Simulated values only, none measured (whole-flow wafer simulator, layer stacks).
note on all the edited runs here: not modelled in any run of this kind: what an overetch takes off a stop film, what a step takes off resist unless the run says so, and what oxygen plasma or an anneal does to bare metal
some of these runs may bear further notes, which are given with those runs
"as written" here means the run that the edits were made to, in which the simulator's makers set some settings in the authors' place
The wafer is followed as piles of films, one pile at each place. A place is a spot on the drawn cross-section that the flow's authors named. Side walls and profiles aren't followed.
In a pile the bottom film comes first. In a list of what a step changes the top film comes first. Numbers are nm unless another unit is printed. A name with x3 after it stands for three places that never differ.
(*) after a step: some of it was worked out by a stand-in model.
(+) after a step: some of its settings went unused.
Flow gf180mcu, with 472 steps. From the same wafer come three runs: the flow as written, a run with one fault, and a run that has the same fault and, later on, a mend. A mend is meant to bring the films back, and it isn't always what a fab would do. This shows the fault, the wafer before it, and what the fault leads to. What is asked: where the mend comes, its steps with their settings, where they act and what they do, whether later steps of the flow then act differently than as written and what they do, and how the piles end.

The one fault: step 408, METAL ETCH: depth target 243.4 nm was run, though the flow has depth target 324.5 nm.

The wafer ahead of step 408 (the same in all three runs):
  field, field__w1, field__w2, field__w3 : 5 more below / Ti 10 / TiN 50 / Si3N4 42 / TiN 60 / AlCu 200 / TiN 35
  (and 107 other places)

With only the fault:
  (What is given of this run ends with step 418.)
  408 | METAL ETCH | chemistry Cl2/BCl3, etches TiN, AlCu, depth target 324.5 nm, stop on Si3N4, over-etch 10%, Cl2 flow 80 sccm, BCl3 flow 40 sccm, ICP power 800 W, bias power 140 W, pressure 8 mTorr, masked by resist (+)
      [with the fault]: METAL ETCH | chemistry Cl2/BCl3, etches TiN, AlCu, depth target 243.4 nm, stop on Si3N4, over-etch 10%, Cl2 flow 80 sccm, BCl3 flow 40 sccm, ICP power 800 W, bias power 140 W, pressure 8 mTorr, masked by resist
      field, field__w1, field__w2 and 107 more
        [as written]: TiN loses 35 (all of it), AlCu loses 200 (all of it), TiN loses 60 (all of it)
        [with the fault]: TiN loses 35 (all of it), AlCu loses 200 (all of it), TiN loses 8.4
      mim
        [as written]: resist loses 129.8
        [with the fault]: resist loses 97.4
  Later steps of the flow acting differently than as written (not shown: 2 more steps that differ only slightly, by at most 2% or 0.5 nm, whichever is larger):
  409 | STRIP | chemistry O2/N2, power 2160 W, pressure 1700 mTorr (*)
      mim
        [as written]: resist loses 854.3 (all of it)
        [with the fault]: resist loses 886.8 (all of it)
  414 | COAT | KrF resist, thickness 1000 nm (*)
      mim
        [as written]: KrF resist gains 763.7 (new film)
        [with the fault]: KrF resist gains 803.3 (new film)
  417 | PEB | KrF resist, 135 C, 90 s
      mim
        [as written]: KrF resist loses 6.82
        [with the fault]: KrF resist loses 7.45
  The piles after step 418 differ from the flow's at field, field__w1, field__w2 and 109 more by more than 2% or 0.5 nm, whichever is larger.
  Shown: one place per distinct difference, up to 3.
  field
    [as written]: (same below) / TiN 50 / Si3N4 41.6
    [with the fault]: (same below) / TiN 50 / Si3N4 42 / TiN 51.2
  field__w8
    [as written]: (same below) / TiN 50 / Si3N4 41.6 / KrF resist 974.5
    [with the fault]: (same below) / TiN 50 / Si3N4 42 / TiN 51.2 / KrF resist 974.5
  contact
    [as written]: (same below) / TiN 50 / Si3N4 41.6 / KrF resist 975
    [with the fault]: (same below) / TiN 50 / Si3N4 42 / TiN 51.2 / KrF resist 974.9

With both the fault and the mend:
  The mend stands after step 408.
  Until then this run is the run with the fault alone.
  408a | METAL ETCH | chemistry Cl2/BCl3, etches TiN, AlCu, depth target 81.1 nm, stop on Si3N4, over-etch 10%, Cl2 flow 80 sccm, BCl3 flow 40 sccm, ICP power 800 W, bias power 140 W, pressure 8 mTorr, masked by resist (+) (the flow's step 408 again, with other settings)
      field, field__w1, field__w2 and 107 more
        TiN loses 51.6 (all of it)
      mim
        resist loses 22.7
  Later steps of the flow that are run all act as written at every place that is followed, up to a difference of at most 2% or 0.5 nm, whichever is larger.
  The piles end the same as the flow's at every place that both follow.
